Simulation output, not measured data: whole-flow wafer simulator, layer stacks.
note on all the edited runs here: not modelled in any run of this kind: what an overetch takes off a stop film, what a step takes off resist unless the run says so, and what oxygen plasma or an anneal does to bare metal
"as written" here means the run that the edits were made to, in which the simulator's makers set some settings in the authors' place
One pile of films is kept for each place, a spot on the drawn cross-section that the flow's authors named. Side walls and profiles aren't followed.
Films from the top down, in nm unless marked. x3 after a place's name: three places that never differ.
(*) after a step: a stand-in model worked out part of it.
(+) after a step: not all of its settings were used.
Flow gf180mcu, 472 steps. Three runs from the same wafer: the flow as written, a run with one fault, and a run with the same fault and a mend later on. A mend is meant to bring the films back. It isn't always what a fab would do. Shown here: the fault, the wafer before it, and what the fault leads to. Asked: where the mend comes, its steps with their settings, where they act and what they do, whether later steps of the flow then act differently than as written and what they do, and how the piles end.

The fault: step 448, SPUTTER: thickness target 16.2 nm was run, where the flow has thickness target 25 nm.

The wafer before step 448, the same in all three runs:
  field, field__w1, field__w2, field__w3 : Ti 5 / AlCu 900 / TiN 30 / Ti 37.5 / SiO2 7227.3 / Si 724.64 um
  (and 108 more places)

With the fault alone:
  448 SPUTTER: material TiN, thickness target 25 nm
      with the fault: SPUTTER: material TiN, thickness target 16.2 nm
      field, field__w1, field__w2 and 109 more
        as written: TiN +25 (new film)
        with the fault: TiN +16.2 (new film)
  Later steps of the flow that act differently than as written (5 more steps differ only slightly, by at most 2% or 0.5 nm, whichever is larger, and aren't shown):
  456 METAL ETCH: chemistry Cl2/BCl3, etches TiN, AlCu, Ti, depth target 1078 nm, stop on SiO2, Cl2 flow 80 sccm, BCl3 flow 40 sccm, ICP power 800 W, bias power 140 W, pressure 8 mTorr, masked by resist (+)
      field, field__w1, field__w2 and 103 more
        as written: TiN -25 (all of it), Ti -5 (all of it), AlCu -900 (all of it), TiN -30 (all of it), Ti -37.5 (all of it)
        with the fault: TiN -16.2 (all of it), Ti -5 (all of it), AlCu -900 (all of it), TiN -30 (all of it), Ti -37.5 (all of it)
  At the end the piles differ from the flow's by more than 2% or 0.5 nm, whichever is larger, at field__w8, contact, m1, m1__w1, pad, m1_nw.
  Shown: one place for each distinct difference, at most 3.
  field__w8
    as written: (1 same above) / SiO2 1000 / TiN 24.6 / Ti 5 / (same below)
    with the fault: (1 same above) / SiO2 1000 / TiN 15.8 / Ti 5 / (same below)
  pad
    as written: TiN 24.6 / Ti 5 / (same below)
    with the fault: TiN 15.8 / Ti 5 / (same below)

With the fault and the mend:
  The mend comes after step 455.
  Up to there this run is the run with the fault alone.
  455a STRIP: chemistry O2/N2, power 2160 W, pressure 1700 mTorr (*)
      field__w8, contact, m1, m1__w1, pad, m1_nw
        resist -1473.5 (all of it)
  455b SPUTTER: material TiN, thickness target 8.8 nm (the flow's step 448 once more, with other settings)
      field, field__w1, field__w2 and 109 more
        TiN +8.8
  455c HMDS: 120 C, 60 s (the flow's step 450 once more)
      changes no film at any place that is followed
  455d COAT: resist, thickness 1500 nm (the flow's step 451 once more)
      field, field__w1, field__w2 and 109 more
        resist +1500 (new film)
  455e SOFTBAKE: resist (the flow's step 452 once more)
      changes no film at any place that is followed
  455f EXPOSE: photomask MetalTop (the flow's step 453 once more)
      changes no film at any place that is followed
  455g PEB: resist, 70.3 s (the flow's step 454 once more)
      field, field__w1, field__w2 and 109 more
        resist -26.5
  455h DEVELOP: thickness 1500 nm, 60 s (the flow's step 455 once more)
      field, field__w1, field__w2 and 103 more
        resist -1473.5 (all of it)
  No later step of the flow acts differently than as written at any place that is followed.
  At the end the piles are the same as the flow's at every place that both follow.
